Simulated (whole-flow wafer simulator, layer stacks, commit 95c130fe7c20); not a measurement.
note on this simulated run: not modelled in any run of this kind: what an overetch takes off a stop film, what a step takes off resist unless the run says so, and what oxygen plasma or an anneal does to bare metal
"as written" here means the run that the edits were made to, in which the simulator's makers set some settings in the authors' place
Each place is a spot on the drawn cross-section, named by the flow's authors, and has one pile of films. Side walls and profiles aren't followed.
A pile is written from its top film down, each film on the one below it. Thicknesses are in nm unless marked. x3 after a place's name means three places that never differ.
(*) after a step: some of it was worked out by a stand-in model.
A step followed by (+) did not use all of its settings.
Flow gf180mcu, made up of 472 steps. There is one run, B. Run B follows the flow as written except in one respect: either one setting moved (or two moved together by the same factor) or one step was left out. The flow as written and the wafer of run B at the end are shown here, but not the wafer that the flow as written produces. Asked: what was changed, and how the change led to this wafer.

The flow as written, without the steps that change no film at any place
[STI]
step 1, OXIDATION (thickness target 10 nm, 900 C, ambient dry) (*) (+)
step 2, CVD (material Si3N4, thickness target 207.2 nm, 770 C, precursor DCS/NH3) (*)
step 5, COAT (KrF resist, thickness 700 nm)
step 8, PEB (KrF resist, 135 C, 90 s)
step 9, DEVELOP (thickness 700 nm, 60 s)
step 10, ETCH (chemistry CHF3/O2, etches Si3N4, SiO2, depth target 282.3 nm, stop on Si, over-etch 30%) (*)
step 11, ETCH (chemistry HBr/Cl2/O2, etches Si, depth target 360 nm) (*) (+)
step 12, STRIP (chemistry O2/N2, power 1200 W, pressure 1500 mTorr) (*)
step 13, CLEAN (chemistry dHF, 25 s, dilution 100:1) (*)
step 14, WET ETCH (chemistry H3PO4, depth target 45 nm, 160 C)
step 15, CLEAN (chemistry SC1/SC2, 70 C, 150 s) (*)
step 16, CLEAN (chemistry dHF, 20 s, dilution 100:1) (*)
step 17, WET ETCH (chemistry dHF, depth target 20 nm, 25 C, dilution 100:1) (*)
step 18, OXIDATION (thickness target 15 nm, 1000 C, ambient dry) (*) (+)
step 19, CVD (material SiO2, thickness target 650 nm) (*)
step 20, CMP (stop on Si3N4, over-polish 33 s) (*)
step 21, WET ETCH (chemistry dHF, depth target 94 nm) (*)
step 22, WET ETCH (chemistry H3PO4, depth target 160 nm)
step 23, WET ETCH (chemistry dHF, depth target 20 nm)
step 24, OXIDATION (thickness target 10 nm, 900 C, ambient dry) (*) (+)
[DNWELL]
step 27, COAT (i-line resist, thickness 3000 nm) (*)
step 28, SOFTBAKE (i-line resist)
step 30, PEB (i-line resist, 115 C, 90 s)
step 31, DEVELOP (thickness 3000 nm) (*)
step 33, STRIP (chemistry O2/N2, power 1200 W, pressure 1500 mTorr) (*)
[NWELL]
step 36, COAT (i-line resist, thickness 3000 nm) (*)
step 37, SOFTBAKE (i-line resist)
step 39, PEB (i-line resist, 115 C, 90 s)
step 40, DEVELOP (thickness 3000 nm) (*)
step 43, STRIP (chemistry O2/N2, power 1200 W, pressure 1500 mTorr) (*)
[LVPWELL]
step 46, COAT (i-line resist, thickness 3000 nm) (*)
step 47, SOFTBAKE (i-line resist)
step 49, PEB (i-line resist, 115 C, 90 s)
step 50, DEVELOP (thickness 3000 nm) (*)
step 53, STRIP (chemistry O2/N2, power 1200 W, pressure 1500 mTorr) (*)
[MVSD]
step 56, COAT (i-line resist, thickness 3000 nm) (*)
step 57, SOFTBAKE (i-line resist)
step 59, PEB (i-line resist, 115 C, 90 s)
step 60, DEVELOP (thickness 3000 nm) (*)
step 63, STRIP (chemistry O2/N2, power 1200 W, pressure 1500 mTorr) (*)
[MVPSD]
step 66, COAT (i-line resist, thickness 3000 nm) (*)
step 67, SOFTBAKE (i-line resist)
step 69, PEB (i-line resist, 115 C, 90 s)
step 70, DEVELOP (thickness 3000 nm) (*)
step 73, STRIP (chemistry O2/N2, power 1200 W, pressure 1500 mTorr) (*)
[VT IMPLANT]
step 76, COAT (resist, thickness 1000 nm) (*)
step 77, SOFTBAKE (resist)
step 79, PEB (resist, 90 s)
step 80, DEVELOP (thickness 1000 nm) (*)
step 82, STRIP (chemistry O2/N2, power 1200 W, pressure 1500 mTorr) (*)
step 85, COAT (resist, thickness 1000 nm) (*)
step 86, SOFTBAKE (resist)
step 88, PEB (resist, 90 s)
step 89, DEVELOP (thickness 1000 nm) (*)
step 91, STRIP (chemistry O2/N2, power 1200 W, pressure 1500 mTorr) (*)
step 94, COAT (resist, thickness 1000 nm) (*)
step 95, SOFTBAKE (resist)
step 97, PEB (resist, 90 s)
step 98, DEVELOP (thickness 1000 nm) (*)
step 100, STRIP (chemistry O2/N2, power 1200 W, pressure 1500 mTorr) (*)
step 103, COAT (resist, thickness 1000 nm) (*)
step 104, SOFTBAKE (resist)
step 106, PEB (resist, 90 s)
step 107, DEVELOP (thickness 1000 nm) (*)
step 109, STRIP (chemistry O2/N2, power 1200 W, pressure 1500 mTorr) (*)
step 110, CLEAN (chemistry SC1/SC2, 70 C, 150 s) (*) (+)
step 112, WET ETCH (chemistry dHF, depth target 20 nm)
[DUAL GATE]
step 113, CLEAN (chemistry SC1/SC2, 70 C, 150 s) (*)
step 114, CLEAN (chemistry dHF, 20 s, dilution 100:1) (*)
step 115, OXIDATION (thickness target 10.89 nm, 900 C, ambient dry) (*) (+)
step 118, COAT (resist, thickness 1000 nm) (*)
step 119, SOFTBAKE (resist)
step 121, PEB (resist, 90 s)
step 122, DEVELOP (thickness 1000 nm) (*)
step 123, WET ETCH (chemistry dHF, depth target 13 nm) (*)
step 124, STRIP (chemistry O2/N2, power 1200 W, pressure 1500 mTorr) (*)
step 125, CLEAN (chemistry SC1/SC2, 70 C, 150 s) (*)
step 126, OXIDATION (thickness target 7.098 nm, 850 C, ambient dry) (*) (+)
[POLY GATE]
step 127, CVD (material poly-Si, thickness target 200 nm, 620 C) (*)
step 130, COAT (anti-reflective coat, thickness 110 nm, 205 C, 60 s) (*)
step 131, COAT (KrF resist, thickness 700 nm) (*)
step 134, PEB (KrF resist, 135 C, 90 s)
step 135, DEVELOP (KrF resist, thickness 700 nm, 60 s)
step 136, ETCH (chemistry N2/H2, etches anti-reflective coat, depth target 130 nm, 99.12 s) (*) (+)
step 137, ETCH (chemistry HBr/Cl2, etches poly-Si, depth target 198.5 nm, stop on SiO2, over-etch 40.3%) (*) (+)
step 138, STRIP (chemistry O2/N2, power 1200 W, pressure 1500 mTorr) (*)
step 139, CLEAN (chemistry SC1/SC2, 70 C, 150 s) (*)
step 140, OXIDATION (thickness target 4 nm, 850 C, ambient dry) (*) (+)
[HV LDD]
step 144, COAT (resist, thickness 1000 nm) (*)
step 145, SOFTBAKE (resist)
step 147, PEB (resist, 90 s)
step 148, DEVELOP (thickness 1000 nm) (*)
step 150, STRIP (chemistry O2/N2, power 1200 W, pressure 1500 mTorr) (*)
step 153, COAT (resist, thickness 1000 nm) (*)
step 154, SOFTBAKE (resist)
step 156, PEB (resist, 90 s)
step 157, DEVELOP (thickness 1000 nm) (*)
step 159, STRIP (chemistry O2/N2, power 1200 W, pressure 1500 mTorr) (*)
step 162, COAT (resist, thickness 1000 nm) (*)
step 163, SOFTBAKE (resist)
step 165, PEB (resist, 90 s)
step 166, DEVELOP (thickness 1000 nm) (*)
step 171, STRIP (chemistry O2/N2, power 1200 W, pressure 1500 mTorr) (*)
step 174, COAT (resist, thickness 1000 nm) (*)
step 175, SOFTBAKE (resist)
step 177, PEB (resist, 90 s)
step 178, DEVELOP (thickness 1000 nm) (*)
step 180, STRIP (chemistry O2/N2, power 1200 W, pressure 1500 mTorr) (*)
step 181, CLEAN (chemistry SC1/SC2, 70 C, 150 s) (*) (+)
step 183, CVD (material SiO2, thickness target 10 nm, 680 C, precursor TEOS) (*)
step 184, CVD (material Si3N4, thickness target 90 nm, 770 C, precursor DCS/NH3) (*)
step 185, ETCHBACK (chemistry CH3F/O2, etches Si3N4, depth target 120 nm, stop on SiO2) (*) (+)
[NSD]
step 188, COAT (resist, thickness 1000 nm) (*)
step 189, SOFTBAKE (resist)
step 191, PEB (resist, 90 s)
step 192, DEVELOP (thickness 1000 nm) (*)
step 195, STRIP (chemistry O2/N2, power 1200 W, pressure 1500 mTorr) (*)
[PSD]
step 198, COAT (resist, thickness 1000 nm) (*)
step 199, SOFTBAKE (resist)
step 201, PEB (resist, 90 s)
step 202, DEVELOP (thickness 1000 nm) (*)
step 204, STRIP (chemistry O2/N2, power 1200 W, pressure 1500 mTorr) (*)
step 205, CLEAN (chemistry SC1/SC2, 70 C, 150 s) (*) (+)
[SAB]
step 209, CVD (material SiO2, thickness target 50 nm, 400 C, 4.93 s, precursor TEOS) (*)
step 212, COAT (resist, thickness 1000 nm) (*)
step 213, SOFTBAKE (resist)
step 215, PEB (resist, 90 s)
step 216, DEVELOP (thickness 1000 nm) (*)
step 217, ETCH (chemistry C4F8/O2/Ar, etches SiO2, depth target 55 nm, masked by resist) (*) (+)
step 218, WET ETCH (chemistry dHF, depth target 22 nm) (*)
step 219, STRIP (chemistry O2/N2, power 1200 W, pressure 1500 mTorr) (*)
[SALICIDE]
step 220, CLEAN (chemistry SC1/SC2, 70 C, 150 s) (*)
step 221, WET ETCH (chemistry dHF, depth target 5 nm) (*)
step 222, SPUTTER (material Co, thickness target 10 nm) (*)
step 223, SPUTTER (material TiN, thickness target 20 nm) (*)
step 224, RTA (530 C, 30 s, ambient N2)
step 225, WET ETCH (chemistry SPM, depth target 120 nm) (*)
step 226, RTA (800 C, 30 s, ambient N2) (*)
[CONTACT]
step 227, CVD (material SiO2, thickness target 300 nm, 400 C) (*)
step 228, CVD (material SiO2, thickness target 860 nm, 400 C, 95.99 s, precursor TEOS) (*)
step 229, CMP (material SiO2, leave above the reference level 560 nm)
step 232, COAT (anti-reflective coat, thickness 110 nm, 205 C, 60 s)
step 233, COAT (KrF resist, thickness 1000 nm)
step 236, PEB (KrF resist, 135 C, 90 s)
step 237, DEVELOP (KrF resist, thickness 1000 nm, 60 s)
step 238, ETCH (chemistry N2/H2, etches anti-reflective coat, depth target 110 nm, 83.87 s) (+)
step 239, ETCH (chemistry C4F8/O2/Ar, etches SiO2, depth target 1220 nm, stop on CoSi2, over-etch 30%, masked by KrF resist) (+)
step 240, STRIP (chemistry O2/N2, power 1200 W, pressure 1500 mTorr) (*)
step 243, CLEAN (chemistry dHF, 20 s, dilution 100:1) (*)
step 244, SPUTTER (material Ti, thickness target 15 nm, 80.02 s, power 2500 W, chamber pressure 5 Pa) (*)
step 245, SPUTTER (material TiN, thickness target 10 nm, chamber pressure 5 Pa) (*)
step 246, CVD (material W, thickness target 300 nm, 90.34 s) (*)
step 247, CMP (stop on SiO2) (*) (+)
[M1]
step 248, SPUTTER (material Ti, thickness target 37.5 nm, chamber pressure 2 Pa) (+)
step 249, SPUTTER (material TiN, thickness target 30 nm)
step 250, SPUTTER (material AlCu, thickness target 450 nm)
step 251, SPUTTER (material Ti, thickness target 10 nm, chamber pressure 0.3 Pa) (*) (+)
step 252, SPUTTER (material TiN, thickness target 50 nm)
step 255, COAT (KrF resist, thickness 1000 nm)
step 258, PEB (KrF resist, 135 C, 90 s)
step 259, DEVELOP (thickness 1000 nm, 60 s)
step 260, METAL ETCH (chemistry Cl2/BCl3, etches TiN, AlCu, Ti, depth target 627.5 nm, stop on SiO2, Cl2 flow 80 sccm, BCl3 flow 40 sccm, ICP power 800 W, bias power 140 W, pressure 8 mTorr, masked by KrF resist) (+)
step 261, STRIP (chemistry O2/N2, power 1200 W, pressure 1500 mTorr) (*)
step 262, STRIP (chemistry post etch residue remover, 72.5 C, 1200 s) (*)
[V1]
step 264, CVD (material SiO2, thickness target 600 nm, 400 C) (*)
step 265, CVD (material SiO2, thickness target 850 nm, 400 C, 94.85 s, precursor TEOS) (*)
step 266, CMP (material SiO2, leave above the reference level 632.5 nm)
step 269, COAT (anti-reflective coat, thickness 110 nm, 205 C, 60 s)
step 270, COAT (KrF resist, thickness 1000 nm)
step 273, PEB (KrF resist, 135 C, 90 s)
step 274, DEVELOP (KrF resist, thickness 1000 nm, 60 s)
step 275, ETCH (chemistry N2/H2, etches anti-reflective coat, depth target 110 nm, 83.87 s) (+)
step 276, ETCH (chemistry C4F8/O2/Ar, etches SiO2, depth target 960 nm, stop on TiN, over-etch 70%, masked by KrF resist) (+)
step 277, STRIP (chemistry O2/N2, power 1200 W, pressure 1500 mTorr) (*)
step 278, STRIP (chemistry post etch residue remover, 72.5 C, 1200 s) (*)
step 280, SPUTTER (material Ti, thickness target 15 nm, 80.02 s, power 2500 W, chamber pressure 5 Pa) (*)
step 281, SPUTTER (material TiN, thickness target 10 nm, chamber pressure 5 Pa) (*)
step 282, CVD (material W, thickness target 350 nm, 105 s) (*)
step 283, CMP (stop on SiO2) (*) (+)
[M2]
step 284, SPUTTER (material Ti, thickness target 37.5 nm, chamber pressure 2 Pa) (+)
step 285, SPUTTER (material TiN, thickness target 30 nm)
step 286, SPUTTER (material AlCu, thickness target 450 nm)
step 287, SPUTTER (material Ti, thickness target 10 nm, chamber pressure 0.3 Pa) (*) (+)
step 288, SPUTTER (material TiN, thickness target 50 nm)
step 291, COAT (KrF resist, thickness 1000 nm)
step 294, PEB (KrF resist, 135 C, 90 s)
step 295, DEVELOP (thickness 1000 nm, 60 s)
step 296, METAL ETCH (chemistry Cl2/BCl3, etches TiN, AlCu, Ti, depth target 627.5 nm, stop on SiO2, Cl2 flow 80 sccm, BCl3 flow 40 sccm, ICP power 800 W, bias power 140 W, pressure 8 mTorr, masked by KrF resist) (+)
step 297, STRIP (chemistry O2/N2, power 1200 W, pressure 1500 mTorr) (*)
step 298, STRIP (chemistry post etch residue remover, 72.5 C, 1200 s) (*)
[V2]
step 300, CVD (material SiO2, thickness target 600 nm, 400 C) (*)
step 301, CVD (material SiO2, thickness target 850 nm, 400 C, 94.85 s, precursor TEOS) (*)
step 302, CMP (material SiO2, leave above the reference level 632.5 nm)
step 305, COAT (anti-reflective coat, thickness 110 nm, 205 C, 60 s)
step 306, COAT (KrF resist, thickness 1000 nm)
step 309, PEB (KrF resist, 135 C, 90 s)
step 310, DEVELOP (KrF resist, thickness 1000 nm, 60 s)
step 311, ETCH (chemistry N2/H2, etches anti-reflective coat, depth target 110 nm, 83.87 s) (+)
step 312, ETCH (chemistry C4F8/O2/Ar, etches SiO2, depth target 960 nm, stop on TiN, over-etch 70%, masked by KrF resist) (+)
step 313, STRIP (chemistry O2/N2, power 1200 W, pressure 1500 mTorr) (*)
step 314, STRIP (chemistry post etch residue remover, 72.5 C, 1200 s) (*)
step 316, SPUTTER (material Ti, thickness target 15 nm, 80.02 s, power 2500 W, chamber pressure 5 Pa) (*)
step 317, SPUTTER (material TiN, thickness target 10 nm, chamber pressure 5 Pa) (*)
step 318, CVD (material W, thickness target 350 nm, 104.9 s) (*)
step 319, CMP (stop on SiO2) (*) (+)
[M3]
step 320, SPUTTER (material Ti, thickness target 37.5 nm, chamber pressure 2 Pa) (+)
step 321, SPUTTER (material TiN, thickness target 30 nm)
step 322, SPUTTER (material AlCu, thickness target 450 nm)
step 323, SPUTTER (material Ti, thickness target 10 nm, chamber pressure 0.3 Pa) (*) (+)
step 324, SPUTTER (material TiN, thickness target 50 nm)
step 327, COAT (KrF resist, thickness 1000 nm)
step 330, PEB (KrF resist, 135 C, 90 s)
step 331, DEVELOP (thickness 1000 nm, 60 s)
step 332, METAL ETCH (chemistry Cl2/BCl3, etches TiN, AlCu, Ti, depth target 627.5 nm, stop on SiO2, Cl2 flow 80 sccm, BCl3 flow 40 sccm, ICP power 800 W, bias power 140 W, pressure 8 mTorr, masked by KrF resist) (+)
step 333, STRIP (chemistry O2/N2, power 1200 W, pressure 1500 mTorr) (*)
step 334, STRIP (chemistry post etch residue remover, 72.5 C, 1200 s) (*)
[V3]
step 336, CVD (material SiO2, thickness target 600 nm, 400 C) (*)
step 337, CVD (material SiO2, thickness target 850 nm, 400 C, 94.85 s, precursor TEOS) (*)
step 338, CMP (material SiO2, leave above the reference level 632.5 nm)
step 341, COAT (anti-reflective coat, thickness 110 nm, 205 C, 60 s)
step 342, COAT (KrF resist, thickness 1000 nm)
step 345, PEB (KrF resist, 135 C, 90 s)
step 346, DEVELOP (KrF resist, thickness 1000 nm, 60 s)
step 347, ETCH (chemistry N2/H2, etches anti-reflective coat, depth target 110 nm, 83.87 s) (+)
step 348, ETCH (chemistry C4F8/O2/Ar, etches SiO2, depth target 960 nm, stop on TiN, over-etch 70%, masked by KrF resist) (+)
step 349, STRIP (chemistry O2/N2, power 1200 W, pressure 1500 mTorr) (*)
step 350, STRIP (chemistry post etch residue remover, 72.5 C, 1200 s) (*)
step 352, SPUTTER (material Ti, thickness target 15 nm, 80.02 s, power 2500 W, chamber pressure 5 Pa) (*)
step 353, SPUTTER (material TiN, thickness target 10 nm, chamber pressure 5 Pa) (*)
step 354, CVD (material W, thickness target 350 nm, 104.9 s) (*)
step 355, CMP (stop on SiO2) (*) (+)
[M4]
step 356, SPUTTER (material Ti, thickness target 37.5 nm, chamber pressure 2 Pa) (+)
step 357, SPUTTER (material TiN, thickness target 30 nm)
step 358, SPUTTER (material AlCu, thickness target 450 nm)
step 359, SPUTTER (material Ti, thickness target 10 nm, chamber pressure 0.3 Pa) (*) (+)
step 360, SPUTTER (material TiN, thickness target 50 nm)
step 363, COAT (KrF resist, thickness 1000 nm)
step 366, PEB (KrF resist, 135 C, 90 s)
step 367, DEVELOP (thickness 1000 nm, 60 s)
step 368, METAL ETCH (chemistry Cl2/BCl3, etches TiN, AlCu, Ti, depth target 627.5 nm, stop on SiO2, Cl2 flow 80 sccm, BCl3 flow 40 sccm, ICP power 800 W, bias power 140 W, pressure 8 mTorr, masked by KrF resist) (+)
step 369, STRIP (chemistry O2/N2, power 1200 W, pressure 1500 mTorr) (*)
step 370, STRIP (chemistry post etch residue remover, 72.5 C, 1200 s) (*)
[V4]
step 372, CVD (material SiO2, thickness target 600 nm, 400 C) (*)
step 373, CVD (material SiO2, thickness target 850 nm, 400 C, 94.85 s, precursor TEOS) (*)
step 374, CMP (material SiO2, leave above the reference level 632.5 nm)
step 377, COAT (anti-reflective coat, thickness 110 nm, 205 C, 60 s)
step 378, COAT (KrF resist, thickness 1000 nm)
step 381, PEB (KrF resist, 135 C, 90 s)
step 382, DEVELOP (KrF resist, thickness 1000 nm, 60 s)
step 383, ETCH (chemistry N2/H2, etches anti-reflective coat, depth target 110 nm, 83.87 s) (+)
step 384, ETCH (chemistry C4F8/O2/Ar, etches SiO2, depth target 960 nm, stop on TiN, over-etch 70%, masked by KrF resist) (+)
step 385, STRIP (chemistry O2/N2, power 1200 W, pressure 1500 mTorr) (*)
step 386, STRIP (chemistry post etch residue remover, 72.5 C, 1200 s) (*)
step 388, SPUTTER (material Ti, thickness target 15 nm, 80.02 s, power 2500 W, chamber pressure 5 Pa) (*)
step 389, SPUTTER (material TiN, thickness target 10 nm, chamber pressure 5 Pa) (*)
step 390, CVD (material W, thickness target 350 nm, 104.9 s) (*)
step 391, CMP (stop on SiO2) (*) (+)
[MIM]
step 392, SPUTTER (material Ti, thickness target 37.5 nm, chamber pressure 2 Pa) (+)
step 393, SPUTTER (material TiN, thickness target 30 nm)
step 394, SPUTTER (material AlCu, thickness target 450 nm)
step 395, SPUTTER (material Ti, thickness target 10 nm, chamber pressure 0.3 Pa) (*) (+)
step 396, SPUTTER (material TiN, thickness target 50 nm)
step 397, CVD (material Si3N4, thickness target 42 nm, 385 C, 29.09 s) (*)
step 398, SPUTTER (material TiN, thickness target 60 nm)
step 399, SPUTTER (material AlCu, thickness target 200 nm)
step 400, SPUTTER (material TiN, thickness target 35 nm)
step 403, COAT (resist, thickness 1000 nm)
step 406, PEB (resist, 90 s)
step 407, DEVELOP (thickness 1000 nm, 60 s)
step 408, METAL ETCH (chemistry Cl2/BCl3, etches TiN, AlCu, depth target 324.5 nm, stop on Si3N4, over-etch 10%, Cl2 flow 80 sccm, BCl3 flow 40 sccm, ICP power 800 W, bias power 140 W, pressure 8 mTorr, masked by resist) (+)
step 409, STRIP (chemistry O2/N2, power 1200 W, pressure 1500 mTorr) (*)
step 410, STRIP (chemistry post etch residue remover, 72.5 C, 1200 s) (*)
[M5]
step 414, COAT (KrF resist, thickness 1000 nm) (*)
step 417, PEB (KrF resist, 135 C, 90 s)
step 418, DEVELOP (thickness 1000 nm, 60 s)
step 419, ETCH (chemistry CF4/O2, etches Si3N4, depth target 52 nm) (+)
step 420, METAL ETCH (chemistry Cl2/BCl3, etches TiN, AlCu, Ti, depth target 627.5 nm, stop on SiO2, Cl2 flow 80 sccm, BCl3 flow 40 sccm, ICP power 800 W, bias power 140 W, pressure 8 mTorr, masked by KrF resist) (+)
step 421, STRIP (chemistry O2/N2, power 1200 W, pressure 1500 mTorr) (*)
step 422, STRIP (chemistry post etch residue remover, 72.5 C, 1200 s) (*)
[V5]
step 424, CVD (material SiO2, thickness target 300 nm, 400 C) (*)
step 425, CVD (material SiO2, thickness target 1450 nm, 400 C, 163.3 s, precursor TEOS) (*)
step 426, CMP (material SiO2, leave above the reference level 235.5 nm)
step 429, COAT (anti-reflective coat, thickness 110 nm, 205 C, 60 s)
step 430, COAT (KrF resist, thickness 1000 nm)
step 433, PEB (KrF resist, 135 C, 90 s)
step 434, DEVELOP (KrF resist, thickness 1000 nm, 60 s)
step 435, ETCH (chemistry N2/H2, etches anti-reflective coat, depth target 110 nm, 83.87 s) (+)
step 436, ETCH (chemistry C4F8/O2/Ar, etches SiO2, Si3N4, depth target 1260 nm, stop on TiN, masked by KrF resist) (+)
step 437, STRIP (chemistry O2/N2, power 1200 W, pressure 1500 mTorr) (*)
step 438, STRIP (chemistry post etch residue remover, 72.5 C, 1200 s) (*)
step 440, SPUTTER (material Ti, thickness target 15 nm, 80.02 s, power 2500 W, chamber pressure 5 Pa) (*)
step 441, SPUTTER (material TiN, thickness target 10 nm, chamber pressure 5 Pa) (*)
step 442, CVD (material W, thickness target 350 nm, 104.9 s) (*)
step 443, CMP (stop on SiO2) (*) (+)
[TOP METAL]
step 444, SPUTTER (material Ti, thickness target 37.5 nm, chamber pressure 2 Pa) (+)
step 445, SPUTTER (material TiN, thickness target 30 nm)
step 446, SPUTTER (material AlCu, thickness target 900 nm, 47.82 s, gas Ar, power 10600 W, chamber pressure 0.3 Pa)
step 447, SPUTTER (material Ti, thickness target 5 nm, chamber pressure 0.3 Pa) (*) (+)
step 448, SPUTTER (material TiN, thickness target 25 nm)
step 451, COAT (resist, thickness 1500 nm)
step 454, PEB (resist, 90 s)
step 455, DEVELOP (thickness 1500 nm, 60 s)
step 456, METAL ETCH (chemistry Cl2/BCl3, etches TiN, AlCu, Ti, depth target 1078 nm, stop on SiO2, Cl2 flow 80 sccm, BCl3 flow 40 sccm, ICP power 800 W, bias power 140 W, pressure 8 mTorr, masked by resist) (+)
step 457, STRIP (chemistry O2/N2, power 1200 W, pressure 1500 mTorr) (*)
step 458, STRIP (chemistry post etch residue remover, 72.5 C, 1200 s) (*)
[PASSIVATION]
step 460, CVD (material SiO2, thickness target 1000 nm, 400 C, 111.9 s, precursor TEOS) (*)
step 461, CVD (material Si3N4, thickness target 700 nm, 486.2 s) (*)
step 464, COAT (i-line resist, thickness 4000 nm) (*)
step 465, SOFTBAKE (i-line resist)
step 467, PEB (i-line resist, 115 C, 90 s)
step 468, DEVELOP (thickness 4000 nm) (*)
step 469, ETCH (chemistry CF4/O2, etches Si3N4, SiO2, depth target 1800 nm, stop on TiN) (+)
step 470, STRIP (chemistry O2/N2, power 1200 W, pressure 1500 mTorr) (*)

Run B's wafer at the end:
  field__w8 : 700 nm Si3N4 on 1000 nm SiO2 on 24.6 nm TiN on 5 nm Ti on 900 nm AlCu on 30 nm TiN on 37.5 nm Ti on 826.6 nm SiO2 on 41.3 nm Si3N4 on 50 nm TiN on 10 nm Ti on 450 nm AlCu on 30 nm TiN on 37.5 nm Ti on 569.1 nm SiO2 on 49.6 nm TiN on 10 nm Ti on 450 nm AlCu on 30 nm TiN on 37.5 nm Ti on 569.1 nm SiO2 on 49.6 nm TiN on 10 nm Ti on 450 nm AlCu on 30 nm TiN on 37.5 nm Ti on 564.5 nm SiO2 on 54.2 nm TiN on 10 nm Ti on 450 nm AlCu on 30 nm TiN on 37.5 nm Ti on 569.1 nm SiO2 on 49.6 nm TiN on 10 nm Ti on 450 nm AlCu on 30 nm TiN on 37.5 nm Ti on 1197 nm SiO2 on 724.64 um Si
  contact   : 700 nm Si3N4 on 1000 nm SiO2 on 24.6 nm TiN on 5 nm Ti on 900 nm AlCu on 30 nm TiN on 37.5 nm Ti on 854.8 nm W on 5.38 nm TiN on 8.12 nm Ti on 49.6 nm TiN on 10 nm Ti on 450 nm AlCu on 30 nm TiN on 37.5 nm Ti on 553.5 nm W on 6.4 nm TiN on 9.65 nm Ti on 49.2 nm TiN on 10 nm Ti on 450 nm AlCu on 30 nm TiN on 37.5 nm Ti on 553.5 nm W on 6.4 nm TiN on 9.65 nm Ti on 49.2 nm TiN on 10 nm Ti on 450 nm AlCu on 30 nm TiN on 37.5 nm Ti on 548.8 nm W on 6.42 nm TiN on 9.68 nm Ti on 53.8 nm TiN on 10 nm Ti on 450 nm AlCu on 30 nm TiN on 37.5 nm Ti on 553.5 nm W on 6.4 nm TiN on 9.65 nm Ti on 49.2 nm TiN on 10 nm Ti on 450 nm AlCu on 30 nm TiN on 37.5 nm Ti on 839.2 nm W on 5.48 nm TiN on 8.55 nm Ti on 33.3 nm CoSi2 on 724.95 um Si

What caused this: step 288, SPUTTER: thickness target 54.62 nm was run, while the flow as written has thickness target 50 nm.

The path from the change to this, step by step:
  step 288, SPUTTER (material TiN, thickness target 50 nm)
      field, field__w1, field__w2 and 108 more: +54.6 TiN (new film) (it would be, as written: +50 TiN (new film))
  step 296, METAL ETCH (chemistry Cl2/BCl3, etches TiN, AlCu, Ti, depth target 627.5 nm, stop on SiO2, Cl2 flow 80 sccm, BCl3 flow 40 sccm, ICP power 800 W, bias power 140 W, pressure 8 mTorr, masked by KrF resist) (+)
      field, field__w1, field__w2 and 103 more: -54.6 TiN (all of it), -10 Ti (all of it), -450 AlCu (all of it), -30 TiN (all of it), -37.5 Ti (all of it) (it would be, as written: -50 TiN (all of it), -10 Ti (all of it), -450 AlCu (all of it), -30 TiN (all of it), -37.5 Ti (all of it))
